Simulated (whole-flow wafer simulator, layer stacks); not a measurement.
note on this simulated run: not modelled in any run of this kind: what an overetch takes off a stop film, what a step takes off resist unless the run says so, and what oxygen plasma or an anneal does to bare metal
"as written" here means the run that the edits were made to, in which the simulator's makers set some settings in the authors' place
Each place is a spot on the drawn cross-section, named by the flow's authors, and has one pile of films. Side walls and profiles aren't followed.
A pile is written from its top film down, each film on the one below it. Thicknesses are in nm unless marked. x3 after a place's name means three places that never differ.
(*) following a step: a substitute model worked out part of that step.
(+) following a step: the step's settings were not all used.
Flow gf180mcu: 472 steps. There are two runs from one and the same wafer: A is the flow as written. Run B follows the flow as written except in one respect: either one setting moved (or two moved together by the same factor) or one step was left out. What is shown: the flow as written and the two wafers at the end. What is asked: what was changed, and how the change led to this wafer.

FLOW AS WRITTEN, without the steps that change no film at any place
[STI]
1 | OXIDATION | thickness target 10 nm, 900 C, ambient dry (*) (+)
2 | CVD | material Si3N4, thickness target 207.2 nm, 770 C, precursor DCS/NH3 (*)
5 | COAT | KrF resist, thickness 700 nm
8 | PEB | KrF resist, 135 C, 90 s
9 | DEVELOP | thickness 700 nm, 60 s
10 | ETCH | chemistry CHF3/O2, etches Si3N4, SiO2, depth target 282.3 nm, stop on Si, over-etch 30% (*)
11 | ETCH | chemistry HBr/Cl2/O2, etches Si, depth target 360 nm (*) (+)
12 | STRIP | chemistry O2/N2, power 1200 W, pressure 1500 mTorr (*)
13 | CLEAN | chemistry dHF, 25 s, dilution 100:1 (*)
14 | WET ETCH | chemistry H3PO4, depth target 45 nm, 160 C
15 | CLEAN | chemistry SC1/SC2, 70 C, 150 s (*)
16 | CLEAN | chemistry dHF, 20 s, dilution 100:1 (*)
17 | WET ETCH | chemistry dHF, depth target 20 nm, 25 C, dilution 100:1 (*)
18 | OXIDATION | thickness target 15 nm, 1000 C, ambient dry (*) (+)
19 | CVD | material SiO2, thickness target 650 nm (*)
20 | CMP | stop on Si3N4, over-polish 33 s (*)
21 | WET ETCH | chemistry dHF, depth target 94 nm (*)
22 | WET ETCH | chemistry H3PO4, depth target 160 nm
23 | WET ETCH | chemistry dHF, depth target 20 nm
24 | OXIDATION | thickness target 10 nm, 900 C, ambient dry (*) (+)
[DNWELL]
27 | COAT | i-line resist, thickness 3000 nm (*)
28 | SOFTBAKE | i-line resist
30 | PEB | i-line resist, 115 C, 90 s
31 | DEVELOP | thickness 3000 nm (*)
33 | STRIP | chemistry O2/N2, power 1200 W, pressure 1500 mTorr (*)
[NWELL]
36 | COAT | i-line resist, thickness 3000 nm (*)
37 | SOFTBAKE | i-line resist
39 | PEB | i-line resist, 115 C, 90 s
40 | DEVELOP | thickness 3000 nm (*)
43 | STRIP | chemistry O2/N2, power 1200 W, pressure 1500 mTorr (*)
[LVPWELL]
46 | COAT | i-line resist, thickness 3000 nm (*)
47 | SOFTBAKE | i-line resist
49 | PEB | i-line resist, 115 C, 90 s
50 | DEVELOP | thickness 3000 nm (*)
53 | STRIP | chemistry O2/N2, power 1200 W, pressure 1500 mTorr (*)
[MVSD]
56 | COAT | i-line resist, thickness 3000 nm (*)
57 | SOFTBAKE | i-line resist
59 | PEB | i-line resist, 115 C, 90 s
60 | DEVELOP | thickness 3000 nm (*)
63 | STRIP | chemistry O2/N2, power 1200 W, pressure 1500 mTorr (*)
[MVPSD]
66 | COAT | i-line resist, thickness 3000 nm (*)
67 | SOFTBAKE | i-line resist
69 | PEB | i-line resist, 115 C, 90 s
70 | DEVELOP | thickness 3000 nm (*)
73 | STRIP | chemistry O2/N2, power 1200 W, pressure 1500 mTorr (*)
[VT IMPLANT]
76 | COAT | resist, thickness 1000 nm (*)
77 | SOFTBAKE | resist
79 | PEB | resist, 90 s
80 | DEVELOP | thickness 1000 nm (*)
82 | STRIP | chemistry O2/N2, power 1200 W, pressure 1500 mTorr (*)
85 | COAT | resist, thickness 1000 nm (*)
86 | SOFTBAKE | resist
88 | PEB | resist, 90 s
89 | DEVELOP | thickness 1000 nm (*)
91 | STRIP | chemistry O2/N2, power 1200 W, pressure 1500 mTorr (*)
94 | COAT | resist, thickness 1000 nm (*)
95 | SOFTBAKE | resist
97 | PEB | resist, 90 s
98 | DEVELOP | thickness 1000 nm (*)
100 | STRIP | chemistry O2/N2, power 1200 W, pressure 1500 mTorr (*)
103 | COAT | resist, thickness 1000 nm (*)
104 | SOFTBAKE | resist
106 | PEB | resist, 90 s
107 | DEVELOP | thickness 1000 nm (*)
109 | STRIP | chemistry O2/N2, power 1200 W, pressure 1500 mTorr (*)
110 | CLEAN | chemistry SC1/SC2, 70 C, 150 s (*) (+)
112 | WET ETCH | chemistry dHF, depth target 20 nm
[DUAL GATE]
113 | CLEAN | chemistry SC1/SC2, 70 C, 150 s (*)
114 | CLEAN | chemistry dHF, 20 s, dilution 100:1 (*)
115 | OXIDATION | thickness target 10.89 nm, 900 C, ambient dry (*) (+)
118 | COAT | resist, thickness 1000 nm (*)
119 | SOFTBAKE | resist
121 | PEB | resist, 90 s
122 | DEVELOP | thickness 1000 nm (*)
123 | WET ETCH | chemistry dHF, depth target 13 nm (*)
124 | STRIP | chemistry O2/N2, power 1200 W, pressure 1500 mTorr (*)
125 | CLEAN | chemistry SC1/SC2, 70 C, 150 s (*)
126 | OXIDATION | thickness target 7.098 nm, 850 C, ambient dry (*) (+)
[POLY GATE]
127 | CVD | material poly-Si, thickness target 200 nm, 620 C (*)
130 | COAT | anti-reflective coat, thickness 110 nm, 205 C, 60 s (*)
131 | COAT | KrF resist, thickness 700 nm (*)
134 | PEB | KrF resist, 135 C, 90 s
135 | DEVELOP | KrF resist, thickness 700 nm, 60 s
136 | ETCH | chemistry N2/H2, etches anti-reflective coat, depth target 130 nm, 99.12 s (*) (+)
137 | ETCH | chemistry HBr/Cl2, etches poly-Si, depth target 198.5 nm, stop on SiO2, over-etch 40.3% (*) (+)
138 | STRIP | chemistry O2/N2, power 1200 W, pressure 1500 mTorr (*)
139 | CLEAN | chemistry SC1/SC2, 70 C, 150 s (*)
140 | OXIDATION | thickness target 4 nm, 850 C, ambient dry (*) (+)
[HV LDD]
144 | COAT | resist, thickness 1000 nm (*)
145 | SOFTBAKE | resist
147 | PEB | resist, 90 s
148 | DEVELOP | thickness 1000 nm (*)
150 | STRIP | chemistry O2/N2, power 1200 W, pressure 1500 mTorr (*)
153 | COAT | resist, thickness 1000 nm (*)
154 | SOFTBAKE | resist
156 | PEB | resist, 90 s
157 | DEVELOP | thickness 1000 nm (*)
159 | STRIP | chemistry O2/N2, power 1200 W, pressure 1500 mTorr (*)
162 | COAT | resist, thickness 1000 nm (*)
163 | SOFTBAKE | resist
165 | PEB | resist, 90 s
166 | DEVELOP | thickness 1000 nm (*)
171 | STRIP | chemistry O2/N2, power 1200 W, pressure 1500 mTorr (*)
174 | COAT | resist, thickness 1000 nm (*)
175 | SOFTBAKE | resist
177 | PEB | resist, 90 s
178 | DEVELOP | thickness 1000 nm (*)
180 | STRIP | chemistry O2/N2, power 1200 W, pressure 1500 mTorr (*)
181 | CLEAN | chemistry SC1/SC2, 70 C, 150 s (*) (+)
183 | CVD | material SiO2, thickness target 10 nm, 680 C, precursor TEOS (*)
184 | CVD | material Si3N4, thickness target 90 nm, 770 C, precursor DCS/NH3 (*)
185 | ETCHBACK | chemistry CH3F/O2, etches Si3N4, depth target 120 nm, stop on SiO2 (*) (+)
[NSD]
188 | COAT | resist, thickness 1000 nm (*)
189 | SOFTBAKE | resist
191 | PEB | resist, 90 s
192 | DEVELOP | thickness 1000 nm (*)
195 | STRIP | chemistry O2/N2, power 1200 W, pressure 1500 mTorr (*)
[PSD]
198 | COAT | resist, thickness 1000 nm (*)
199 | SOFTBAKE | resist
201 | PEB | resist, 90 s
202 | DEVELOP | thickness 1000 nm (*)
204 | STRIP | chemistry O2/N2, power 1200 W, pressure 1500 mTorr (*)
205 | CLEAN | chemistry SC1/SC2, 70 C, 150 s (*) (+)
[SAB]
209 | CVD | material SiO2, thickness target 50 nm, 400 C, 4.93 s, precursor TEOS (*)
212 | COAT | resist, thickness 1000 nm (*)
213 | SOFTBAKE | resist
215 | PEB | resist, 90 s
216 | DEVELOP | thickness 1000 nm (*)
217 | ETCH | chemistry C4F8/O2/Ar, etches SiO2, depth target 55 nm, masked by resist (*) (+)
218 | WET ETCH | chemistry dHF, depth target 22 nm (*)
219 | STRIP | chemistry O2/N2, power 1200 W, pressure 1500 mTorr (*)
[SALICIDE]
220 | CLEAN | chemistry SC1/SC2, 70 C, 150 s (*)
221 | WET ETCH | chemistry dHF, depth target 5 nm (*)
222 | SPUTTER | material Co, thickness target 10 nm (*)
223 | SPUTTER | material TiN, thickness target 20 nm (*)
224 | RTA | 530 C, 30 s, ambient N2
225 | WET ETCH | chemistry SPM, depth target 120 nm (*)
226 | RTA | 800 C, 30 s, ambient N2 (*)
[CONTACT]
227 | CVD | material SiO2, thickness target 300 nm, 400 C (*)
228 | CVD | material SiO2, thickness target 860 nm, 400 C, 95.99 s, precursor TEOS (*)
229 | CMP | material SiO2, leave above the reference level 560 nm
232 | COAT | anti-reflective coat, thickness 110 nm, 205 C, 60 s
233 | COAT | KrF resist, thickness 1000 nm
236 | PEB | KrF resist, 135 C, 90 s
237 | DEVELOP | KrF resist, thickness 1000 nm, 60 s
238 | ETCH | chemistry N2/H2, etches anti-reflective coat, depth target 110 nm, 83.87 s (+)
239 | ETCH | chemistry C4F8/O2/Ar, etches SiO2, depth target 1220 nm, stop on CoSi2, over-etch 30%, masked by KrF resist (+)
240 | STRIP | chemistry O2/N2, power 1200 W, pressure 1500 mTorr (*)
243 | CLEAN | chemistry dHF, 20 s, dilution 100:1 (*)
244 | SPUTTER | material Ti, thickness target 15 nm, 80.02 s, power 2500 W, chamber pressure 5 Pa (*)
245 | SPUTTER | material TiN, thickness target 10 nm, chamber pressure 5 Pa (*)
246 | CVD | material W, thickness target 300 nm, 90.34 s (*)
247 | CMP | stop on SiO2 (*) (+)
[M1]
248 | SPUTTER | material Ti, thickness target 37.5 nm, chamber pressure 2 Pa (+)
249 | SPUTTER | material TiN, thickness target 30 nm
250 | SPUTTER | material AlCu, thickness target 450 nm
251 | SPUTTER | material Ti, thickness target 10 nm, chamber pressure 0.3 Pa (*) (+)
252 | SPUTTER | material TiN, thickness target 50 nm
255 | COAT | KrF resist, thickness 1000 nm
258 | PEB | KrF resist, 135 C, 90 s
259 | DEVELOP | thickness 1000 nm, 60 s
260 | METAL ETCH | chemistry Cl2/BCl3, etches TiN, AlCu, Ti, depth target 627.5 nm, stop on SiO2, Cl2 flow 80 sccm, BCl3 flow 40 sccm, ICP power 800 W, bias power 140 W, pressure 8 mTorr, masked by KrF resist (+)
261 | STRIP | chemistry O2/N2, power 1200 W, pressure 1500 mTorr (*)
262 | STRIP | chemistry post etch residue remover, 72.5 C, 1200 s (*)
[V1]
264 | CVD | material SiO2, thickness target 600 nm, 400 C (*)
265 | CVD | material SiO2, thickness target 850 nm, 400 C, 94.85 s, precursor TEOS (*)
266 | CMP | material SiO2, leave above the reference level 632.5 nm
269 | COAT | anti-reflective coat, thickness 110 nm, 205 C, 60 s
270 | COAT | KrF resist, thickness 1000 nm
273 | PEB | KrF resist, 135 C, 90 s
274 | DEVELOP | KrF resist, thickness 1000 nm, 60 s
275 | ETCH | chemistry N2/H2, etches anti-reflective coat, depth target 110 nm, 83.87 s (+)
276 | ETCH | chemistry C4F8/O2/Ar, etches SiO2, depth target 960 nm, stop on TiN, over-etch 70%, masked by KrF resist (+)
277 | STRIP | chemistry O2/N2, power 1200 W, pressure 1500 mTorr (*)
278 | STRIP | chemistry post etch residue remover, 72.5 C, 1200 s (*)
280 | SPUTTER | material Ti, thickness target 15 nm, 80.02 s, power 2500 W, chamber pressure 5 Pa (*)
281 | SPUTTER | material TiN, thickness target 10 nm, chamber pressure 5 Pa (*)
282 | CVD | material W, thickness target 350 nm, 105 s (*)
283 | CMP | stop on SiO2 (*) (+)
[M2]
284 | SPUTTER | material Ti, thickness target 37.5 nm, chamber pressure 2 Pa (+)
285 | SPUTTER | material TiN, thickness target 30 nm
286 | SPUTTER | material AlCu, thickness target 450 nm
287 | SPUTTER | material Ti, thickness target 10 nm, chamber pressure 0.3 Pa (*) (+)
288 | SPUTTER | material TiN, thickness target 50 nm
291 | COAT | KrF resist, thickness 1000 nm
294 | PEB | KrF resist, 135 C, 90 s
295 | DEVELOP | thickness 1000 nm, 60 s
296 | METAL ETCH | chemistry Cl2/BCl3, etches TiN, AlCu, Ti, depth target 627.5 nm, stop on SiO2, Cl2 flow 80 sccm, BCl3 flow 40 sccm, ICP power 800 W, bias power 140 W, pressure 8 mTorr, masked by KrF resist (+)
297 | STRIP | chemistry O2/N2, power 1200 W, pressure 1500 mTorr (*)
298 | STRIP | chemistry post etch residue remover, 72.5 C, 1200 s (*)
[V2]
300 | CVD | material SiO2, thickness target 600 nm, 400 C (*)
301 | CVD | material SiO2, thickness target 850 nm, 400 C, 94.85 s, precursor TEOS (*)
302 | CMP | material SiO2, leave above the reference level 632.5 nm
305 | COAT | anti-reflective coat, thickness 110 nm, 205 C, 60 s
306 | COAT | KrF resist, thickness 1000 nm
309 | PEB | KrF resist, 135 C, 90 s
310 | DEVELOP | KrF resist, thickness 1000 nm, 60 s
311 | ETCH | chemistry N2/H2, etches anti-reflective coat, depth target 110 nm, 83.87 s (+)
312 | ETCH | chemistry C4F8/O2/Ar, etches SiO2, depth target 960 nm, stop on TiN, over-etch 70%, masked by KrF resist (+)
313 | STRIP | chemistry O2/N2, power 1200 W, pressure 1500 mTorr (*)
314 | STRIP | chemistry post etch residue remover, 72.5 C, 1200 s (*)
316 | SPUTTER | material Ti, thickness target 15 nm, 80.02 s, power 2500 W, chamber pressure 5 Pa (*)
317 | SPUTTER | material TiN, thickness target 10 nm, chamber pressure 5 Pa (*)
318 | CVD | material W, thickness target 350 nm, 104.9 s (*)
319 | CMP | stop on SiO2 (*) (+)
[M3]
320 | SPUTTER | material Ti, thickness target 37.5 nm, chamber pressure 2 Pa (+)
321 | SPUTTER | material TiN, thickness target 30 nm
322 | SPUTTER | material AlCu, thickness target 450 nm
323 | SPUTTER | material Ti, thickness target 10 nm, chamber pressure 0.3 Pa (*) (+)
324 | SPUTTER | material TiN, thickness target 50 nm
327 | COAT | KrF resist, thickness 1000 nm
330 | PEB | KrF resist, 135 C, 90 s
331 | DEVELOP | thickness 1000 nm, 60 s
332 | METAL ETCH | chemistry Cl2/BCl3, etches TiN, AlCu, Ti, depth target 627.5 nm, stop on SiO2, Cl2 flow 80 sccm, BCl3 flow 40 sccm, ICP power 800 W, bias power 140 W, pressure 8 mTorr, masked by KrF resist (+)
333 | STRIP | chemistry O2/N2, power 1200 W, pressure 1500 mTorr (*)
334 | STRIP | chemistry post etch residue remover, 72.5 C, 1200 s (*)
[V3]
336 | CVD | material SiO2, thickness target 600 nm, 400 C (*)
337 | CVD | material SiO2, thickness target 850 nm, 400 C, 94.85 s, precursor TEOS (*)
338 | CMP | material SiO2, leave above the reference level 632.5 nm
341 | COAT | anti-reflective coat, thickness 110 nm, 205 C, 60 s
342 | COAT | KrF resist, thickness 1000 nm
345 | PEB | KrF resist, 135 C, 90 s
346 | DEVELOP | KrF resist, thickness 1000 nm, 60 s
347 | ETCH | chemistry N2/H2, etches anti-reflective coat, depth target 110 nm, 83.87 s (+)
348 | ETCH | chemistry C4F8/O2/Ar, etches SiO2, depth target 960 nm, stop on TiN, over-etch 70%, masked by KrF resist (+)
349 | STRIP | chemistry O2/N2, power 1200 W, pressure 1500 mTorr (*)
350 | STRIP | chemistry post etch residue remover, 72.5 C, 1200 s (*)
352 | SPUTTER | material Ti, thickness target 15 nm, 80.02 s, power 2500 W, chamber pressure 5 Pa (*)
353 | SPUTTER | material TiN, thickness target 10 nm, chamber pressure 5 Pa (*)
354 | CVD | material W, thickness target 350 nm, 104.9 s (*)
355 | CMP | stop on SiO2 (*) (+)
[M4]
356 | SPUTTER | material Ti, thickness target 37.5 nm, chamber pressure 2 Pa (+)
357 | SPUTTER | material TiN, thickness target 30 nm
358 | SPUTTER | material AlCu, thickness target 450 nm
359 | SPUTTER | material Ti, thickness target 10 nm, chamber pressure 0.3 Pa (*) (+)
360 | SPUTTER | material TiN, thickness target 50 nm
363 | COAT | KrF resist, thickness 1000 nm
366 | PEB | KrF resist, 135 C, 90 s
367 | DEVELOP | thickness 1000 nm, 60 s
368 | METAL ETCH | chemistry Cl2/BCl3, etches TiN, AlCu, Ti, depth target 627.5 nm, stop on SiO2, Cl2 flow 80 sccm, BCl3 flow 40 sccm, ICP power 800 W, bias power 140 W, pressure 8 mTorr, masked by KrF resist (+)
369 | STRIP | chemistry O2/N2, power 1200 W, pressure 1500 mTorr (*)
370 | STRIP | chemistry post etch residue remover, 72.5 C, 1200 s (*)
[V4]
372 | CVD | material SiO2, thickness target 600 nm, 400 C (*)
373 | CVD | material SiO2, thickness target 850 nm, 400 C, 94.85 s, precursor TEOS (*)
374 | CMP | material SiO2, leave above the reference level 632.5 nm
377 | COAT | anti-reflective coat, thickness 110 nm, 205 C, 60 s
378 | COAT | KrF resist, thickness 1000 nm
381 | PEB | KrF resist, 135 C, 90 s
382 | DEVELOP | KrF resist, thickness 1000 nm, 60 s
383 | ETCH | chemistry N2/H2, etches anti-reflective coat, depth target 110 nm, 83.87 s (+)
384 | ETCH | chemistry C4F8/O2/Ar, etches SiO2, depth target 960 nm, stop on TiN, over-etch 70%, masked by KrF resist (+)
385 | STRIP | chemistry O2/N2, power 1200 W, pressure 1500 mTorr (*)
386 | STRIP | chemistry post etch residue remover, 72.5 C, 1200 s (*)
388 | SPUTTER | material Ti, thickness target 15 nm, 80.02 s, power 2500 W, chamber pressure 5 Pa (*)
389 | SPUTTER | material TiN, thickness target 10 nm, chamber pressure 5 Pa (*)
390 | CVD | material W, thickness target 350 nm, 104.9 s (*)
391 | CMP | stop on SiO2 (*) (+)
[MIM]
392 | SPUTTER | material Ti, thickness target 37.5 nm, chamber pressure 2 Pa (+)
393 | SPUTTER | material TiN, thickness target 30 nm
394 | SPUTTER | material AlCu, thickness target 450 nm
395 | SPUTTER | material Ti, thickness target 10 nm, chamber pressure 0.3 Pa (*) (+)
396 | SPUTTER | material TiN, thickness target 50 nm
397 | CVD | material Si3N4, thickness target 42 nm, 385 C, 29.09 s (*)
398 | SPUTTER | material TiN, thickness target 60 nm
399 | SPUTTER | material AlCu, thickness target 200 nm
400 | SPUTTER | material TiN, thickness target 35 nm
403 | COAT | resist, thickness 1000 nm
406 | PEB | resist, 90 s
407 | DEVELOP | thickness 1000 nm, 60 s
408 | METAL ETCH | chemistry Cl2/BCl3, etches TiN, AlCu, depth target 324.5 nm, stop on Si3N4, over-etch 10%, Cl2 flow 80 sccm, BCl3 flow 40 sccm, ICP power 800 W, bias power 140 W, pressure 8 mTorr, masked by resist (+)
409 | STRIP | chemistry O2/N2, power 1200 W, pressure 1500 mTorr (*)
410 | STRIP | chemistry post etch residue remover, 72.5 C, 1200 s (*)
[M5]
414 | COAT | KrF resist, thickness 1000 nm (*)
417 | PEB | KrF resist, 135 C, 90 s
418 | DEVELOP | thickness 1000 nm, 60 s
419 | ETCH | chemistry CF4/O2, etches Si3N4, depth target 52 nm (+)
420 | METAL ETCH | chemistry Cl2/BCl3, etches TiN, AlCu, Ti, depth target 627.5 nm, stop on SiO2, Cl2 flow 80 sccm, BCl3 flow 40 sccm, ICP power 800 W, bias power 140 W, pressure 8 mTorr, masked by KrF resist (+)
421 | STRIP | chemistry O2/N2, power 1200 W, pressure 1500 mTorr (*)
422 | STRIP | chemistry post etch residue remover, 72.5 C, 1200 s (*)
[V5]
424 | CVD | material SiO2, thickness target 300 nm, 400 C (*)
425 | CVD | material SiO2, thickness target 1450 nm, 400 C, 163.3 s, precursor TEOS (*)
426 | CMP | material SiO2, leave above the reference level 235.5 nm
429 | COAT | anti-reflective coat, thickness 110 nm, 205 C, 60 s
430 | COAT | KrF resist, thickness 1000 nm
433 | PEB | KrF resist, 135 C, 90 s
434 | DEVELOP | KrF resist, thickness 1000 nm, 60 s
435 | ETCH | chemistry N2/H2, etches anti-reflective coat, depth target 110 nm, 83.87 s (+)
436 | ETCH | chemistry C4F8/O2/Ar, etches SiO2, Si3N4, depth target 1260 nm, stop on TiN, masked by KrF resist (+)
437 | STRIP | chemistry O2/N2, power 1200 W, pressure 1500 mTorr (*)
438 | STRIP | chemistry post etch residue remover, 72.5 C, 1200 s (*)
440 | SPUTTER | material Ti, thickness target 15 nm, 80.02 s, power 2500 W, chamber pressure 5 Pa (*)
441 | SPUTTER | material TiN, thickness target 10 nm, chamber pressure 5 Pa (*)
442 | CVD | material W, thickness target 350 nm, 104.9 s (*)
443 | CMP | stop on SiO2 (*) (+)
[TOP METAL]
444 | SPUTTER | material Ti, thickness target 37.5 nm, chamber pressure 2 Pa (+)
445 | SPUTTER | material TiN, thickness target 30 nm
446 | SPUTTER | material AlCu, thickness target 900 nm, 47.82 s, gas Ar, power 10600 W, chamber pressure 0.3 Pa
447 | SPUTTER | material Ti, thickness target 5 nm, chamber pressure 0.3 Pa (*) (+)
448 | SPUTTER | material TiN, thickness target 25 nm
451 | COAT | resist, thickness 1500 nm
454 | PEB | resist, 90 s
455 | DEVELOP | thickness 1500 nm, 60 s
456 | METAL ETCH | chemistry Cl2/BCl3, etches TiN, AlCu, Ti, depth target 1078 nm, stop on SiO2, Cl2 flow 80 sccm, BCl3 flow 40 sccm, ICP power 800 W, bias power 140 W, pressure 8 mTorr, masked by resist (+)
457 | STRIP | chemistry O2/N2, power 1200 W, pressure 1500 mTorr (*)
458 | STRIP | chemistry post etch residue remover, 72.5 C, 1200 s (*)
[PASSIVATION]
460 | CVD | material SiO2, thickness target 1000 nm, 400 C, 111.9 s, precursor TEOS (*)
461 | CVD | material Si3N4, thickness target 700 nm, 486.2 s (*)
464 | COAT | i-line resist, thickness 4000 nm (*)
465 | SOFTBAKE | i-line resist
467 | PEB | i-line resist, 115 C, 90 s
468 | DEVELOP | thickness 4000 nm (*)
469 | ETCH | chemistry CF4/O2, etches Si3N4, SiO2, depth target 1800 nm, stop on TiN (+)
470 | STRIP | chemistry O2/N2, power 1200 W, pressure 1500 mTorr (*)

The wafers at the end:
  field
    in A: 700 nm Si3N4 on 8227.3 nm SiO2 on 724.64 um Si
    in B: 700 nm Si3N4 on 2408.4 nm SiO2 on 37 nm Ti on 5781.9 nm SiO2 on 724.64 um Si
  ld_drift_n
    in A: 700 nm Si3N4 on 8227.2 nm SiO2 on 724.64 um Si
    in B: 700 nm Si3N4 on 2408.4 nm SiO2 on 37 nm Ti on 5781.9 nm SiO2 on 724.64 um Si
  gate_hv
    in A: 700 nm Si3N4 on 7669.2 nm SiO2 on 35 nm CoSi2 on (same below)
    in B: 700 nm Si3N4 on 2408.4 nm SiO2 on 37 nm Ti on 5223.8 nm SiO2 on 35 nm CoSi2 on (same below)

Cause: step 420, METAL ETCH: depth target 539.1 nm was run, while the flow as written has depth target 627.5 nm.

How this came from the change, step by step:
  420 | METAL ETCH | chemistry Cl2/BCl3, etches TiN, AlCu, Ti, depth target 627.5 nm, stop on SiO2, Cl2 flow 80 sccm, BCl3 flow 40 sccm, ICP power 800 W, bias power 140 W, pressure 8 mTorr, masked by KrF resist (+)
      field, field__w1, field__w2 and 101 more: A TiN loses 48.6 (all of it), Ti loses 10 (all of it), AlCu loses 450 (all of it), TiN loses 30 (all of it), Ti loses 37.5 (all of it) | B TiN loses 48.6 (all of it), Ti loses 10 (all of it), AlCu loses 450 (all of it), TiN loses 30 (all of it), Ti loses 0.54
      field__w4, field__w8, contact, m1, m1__w1, mim, mim_1p0, m1_nw: A KrF resist loses 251 | B KrF resist loses 215.6
  421 | STRIP | chemistry O2/N2, power 1200 W, pressure 1500 mTorr (*)
      field__w8, m1__w1: A KrF resist loses 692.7 (all of it) | B KrF resist loses 728.1 (all of it)
      contact, m1: A KrF resist loses 693.2 (all of it) | B KrF resist loses 728.5 (all of it)
      (also at 4 further places)
  424 | CVD | material SiO2, thickness target 300 nm, 400 C (*)
      field, field__w1, field__w2 and 101 more: A SiO2 gains 300 | B SiO2 gains 300 (new film)
  426 | CMP | material SiO2, leave above the reference level 235.5 nm
      field, field__w1, field__w5 and 92 more: A SiO2 loses 300.8 | B SiO2 loses 337.8
      field__w2, field__w3, field__w12 and 6 more: A SiO2 loses 272.7 | B SiO2 loses 311.3
If metal films that touch count as one body, field has 1 body; the flow as written gives 0 bodies.
If metal films that touch count as one body, ld_drift_n has 1 body; the flow as written gives 0 bodies.
If metal films that touch count as one body, gate_hv has 2 bodies (between them, from the top down: SiO2 5223.8); the flow as written gives 1 body.
